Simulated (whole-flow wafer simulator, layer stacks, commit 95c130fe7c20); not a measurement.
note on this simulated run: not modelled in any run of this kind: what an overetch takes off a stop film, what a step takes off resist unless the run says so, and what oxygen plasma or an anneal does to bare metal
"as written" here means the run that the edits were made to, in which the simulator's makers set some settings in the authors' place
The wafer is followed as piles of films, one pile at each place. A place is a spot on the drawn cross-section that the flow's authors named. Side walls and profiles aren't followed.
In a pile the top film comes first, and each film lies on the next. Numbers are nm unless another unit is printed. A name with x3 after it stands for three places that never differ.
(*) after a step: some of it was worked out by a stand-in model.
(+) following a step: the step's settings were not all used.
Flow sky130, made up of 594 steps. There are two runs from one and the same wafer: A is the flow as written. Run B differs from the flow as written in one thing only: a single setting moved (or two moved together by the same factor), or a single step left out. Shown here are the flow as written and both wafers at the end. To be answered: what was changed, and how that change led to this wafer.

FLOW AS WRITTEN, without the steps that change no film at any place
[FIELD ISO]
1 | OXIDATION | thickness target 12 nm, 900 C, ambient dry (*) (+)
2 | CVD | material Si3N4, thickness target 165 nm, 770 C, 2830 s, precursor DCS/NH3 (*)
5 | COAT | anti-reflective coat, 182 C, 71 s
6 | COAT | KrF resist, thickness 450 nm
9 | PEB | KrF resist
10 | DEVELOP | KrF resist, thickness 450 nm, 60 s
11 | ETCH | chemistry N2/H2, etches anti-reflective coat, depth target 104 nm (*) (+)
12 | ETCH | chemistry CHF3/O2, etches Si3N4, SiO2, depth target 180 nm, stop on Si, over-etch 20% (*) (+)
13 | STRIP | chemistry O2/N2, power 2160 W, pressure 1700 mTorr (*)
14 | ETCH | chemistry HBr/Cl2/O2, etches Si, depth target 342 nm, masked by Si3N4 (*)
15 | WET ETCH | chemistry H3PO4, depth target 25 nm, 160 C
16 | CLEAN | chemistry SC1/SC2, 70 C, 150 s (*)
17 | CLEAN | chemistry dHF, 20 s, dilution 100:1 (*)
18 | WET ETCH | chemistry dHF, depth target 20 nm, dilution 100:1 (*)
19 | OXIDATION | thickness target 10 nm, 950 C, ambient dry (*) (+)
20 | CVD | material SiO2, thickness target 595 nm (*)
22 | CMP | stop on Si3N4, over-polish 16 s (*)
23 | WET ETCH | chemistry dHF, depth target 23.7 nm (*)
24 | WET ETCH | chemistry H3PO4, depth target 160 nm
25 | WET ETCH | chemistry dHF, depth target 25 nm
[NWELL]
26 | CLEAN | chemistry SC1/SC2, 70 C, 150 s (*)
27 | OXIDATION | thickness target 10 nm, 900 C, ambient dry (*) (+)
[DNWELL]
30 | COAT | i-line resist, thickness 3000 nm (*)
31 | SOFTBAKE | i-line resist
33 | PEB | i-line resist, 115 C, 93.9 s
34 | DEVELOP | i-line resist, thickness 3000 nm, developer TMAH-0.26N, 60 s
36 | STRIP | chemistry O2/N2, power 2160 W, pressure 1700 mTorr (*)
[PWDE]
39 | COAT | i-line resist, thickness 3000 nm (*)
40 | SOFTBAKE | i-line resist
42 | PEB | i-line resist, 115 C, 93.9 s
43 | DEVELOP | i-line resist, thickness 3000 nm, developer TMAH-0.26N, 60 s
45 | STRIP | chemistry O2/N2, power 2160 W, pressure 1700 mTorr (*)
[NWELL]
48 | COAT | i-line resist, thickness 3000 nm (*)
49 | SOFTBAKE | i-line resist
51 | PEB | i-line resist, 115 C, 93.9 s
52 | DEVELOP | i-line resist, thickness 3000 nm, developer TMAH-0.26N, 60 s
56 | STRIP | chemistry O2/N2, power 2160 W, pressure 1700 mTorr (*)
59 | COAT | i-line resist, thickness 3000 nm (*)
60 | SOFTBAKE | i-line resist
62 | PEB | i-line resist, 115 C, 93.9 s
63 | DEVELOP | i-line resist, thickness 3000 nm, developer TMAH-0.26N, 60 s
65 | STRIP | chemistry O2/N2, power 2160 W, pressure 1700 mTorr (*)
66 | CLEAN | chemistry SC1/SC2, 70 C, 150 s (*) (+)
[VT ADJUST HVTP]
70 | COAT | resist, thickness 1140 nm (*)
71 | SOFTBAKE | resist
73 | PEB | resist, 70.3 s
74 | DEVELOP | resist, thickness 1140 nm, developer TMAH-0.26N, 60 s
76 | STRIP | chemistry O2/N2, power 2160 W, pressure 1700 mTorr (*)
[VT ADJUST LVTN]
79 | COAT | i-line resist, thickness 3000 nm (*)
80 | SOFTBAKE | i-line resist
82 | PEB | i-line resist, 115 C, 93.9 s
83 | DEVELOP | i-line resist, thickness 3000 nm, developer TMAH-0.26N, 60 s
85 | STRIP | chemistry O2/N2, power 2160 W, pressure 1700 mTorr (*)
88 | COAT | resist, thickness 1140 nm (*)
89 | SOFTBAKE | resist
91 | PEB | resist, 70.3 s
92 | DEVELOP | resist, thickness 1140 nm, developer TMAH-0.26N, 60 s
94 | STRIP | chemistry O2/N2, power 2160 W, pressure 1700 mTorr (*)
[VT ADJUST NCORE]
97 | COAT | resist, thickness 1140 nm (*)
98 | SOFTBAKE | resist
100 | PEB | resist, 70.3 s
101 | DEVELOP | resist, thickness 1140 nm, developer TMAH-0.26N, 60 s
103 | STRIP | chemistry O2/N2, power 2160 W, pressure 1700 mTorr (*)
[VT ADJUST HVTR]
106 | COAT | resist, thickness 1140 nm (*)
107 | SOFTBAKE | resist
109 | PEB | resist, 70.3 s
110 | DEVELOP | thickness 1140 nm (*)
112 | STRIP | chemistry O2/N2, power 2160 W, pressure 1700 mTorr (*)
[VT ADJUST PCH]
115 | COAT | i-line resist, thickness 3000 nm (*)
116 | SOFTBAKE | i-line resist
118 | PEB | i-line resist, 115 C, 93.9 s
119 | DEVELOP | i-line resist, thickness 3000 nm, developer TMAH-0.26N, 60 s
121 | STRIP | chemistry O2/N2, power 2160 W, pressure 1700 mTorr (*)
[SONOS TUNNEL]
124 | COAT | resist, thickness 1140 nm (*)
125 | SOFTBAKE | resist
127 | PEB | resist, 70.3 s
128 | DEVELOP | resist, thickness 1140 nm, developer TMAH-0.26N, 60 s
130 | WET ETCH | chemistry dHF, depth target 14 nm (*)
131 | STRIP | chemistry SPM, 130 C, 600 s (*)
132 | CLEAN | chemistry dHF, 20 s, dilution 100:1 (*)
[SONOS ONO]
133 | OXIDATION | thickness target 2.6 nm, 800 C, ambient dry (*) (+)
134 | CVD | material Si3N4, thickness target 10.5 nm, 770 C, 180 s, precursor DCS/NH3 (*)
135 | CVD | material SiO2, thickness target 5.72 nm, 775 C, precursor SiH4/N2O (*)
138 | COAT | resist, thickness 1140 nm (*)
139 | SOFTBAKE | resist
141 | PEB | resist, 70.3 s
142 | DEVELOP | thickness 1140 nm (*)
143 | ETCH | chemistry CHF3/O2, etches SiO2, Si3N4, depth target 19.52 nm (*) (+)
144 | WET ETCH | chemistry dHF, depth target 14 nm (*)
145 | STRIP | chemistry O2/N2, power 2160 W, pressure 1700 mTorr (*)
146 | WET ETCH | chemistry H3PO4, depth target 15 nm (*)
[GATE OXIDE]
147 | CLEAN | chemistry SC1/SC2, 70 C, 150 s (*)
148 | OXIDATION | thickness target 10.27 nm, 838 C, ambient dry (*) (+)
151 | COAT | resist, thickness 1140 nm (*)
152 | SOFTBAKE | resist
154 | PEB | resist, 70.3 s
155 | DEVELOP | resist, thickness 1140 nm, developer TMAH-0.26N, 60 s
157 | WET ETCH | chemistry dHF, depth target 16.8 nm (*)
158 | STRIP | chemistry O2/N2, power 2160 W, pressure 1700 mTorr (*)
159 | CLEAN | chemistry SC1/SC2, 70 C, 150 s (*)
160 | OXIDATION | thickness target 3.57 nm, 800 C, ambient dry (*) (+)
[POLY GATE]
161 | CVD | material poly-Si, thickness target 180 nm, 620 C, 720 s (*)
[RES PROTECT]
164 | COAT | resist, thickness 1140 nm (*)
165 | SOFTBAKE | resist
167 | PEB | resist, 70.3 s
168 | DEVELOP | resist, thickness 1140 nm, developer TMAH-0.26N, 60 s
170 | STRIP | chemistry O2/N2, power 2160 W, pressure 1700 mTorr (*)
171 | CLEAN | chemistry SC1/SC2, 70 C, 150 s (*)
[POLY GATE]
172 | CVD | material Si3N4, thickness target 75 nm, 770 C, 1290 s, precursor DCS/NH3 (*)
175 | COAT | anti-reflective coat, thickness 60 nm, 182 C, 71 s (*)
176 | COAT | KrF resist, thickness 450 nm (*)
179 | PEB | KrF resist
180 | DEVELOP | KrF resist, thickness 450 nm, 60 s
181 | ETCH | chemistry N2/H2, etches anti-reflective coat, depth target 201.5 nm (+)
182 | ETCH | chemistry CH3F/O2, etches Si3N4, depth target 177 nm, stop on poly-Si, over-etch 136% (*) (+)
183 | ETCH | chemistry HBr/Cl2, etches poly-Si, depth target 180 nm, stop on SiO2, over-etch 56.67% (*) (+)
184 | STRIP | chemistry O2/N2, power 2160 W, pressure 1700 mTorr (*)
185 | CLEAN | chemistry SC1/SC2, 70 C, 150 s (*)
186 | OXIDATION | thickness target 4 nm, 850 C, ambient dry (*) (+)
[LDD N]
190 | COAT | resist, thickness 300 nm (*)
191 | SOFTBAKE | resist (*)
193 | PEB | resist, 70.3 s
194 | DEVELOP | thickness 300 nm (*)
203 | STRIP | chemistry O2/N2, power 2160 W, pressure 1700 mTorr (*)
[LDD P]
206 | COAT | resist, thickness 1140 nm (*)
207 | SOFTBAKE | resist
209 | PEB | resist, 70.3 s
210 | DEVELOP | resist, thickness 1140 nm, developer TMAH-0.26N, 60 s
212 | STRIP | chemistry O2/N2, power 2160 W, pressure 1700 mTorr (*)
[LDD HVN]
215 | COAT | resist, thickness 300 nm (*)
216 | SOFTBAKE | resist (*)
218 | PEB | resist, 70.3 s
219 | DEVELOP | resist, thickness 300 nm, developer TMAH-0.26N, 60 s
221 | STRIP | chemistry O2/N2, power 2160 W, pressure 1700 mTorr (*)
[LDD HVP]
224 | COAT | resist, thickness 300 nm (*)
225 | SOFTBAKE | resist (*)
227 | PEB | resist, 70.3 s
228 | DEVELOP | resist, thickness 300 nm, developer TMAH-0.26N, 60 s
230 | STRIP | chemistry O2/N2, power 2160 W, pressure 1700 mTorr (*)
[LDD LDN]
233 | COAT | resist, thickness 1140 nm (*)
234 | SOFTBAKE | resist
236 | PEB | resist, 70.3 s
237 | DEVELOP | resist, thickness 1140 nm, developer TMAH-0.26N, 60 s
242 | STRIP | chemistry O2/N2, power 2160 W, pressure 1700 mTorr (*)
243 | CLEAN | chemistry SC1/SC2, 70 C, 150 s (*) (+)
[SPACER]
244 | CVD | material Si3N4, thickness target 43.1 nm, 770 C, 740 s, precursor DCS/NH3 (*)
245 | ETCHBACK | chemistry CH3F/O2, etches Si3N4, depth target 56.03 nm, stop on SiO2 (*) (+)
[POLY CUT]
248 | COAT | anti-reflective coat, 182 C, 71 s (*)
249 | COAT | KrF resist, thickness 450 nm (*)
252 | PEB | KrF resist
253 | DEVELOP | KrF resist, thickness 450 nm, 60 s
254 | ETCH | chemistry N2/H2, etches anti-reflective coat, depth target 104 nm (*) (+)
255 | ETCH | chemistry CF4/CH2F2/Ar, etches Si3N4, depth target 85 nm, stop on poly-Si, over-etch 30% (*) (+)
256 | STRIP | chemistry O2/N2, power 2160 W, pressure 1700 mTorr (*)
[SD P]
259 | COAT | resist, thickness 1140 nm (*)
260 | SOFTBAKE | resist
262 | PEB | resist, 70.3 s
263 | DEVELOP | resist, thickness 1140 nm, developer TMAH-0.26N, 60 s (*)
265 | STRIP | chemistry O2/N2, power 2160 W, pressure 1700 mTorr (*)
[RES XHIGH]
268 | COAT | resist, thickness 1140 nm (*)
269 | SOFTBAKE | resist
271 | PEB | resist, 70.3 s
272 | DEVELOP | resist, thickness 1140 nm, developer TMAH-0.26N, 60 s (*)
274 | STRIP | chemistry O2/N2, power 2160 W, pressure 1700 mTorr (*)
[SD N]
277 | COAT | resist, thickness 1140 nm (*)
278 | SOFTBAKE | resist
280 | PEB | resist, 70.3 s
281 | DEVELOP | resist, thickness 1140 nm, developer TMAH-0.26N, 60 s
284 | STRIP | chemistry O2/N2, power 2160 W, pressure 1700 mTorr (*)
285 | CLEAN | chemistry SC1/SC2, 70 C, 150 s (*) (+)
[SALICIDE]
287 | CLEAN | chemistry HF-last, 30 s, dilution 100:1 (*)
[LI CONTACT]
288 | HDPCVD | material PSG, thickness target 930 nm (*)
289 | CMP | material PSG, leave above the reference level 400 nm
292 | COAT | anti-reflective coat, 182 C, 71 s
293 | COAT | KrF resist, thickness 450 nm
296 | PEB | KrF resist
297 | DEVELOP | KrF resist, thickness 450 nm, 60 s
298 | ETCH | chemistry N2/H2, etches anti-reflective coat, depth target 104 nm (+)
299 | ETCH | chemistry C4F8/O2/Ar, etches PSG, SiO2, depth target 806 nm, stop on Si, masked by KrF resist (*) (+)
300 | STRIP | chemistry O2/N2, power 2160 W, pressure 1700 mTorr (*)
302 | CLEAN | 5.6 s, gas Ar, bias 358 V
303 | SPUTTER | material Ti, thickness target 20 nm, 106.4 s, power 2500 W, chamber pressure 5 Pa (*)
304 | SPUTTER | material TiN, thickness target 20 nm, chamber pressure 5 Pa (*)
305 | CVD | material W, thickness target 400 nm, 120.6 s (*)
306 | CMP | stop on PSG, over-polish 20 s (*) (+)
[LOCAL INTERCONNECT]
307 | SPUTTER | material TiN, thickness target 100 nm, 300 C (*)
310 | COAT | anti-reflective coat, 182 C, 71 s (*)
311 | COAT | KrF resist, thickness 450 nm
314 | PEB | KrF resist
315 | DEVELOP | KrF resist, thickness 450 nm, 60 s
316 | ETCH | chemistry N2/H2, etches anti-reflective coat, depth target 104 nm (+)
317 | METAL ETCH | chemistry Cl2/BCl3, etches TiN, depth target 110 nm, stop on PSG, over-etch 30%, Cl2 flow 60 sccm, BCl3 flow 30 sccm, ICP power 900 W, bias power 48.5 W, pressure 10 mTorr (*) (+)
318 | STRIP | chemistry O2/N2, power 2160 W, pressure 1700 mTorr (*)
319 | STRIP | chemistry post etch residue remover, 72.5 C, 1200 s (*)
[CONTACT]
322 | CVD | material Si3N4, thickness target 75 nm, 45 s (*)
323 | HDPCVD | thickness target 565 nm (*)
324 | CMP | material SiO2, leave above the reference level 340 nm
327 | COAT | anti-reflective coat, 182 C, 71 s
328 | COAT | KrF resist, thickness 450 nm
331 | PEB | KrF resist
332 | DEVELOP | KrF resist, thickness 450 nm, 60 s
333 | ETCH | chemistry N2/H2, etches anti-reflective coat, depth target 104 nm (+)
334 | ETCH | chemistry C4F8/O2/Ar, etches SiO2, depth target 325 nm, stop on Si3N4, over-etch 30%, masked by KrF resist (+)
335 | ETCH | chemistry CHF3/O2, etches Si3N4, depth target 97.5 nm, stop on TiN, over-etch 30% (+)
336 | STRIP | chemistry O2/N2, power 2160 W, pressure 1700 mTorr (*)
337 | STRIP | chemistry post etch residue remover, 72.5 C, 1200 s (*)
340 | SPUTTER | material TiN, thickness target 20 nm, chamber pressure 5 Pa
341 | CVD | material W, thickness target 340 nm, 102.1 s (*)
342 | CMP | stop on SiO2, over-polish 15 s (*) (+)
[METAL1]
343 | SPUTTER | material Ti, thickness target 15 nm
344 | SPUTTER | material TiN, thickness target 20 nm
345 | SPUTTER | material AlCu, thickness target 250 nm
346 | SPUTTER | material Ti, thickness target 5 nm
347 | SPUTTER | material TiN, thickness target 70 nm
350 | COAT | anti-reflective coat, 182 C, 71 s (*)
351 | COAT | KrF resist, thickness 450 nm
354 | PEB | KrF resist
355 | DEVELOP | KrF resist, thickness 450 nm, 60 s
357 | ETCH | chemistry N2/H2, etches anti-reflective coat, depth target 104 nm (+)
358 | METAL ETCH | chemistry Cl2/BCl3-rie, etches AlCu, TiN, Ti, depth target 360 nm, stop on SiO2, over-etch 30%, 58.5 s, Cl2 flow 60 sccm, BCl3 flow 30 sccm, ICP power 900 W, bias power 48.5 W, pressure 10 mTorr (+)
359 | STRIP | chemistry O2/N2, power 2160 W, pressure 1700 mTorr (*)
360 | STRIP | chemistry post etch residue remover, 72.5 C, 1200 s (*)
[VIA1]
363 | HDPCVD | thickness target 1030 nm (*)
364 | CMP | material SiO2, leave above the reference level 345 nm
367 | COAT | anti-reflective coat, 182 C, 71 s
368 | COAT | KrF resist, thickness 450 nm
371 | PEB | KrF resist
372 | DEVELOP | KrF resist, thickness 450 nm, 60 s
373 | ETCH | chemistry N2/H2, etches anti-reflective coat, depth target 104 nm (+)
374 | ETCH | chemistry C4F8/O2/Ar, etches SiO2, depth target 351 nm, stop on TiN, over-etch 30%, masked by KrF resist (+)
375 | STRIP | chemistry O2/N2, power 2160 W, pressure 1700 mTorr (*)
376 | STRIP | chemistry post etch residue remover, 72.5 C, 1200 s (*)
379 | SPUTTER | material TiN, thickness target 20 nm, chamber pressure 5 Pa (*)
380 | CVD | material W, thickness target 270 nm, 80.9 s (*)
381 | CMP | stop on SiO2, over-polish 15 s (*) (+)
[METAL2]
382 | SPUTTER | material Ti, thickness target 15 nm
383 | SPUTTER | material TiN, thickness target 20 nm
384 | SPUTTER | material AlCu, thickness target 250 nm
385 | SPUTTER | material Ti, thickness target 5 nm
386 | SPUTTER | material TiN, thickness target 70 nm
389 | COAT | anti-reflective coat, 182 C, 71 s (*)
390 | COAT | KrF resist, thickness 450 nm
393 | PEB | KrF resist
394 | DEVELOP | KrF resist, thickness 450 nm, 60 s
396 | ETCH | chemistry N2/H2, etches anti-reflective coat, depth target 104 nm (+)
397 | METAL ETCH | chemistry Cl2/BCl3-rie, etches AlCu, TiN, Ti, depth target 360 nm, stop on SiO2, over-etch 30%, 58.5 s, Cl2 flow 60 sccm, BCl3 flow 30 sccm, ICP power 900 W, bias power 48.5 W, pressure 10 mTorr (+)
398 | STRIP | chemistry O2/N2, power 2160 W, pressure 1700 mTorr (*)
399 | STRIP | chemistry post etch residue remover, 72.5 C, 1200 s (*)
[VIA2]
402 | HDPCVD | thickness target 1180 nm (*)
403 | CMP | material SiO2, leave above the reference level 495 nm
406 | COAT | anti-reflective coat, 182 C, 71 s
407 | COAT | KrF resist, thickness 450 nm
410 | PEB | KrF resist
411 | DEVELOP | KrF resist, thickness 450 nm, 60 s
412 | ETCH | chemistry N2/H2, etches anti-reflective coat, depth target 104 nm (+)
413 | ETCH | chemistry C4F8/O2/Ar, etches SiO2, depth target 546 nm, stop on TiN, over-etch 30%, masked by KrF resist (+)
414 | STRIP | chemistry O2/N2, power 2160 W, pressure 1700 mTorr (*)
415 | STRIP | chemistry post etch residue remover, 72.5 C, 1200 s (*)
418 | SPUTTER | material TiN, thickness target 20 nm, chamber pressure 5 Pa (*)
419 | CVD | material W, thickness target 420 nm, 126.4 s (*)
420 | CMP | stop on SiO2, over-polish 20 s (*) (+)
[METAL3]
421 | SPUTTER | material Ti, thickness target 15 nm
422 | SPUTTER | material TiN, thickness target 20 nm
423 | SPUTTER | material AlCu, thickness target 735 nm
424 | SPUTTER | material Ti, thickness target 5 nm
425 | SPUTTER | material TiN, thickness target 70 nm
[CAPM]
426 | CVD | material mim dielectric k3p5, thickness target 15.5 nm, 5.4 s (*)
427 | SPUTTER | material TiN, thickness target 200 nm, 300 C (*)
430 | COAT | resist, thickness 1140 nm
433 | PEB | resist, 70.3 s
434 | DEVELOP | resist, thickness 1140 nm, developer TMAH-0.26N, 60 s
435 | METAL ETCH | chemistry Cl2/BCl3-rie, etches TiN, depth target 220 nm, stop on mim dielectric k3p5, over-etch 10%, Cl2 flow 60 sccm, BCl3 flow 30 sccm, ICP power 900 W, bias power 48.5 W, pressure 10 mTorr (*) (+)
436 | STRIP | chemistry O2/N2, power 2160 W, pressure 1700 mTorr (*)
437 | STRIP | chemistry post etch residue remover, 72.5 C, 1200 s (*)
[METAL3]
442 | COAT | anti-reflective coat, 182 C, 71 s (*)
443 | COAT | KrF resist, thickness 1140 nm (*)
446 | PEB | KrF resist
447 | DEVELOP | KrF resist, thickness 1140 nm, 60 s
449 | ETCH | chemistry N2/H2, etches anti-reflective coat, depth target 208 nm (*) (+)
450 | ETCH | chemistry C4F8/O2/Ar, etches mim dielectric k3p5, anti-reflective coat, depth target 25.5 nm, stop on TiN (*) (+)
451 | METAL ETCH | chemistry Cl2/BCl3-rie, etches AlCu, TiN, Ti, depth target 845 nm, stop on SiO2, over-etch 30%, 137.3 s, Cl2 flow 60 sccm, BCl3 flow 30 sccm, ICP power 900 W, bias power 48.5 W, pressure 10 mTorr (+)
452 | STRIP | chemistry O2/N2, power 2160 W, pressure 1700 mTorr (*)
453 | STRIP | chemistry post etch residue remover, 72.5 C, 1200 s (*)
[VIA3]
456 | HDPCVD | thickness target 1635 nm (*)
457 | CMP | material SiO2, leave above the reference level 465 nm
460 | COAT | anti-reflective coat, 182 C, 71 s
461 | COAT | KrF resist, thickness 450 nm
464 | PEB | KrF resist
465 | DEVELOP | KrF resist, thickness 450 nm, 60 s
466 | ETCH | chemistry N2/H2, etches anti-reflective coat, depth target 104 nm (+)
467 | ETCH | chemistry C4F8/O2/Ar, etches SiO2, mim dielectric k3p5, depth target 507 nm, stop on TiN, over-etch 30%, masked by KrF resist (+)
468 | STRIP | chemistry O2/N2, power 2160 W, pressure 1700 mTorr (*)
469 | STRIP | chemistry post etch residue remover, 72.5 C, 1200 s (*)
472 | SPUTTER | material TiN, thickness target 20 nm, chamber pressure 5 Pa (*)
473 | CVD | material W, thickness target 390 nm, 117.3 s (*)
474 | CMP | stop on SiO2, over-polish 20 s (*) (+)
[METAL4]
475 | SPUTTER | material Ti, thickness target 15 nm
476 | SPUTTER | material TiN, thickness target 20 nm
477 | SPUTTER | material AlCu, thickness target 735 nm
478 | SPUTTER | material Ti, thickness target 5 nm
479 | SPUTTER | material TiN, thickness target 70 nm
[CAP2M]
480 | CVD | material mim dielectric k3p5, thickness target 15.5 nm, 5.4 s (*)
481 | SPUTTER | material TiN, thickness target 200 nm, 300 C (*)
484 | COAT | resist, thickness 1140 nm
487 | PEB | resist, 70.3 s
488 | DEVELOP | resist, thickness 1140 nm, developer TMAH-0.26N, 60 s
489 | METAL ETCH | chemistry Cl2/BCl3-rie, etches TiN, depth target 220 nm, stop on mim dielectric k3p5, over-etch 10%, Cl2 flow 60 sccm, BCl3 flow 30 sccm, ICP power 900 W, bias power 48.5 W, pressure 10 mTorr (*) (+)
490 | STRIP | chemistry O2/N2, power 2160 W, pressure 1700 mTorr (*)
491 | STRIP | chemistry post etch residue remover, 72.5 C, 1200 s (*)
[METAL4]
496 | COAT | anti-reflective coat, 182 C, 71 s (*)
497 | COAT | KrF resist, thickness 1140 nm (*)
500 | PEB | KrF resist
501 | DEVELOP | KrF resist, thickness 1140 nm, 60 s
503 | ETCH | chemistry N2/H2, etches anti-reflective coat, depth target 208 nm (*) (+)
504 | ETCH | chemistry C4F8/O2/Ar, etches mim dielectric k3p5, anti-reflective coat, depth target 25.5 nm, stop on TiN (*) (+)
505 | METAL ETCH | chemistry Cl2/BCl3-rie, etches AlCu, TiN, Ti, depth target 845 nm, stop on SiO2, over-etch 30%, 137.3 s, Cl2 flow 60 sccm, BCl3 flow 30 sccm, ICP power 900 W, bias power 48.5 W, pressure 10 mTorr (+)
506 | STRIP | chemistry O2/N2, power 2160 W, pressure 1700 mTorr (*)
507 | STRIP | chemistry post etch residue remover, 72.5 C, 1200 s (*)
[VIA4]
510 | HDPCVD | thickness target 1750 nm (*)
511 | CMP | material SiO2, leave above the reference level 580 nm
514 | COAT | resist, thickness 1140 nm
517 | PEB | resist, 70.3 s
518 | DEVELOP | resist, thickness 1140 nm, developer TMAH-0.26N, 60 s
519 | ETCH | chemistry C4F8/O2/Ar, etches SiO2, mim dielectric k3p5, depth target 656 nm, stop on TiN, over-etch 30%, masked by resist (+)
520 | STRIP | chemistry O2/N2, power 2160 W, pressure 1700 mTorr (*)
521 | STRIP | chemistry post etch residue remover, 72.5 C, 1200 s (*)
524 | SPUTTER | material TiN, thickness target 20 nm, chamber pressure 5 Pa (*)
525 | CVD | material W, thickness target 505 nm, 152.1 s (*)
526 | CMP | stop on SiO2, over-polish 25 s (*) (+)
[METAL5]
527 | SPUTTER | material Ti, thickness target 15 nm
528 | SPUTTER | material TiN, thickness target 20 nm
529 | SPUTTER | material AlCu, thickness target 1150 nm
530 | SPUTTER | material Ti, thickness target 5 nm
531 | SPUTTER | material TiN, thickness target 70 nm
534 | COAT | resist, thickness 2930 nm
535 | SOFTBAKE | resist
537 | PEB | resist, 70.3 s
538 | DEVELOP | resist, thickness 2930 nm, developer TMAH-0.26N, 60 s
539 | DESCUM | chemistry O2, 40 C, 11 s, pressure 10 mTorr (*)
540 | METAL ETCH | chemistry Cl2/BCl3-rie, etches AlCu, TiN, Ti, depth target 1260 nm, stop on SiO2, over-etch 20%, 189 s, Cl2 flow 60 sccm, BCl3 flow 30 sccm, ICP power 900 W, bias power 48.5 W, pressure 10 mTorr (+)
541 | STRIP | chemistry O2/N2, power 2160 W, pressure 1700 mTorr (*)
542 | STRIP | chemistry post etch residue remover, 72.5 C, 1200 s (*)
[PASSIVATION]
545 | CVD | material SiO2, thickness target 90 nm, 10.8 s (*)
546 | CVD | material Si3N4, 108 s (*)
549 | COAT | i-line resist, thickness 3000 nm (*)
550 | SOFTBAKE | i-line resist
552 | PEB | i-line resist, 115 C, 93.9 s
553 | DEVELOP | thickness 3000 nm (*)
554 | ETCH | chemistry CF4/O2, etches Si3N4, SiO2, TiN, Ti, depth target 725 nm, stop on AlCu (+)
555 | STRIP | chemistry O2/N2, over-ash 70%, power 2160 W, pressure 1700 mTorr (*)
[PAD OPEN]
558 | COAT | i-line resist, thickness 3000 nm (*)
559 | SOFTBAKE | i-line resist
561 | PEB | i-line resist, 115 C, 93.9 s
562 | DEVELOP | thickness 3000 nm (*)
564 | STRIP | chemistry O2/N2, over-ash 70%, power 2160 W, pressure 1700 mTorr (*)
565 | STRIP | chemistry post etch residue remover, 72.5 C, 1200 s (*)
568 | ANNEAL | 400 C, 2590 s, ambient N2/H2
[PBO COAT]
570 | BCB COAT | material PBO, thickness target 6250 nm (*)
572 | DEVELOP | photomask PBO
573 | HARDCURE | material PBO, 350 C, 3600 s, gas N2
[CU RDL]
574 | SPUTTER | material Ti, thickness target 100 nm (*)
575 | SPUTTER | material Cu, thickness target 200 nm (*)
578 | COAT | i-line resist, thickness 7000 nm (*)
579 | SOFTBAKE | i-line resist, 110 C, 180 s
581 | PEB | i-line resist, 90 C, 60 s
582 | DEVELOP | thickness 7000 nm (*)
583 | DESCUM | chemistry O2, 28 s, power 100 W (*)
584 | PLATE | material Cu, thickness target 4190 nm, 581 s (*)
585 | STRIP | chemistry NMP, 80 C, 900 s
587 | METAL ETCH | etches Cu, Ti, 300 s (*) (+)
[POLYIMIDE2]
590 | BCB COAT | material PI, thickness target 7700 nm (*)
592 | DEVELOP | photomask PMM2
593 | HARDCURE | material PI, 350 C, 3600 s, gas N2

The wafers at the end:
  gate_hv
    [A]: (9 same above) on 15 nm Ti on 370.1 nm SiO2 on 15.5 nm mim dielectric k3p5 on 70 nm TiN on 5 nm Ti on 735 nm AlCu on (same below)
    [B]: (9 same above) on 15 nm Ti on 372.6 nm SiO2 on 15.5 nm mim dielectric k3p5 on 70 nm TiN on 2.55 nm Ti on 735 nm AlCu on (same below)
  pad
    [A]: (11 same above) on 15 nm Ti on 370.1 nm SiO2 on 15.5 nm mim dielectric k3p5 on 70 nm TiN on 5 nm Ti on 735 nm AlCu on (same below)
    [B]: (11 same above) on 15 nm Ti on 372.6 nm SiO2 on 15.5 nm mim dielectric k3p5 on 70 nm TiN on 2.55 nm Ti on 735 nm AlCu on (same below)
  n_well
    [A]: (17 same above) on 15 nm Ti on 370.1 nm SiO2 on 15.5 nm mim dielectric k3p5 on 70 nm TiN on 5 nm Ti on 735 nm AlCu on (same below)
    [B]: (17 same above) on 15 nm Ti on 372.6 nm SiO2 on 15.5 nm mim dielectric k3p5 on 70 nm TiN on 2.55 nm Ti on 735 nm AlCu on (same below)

Cause: step 424, SPUTTER: thickness target 2.55 nm was run, whereas the flow has thickness target 5 nm.
The wafer itself shows it: gate_hv has Ti 2.55, and step 424 as written asks for 5 nm.

The path from the change to this, step by step:
  424 | SPUTTER | material Ti, thickness target 5 nm
      field, active, n_well and 188 more: A +5 Ti (new film) | B +2.55 Ti (new film)
  451 | METAL ETCH | chemistry Cl2/BCl3-rie, etches AlCu, TiN, Ti, depth target 845 nm, stop on SiO2, over-etch 30%, 137.3 s, Cl2 flow 60 sccm, BCl3 flow 30 sccm, ICP power 900 W, bias power 48.5 W, pressure 10 mTorr (+)
      field, gate, spacer and 68 more: A -70 TiN (all of it), -5 Ti (all of it), -735 AlCu (all of it), -20 TiN (all of it), -15 Ti (all of it), -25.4 SiO2 | B -70 TiN (all of it), -2.55 Ti (all of it), -735 AlCu (all of it), -20 TiN (all of it), -15 Ti (all of it), -25.6 SiO2
      active, vpp_ln, vpp_iso2 and 11 more: A -70 TiN (all of it), -5 Ti (all of it), -735 AlCu (all of it), -20 TiN (all of it), -15 Ti (all of it), -25.3 SiO2 | B -70 TiN (all of it), -2.55 Ti (all of it), -735 AlCu (all of it), -20 TiN (all of it), -15 Ti (all of it), -25.6 SiO2
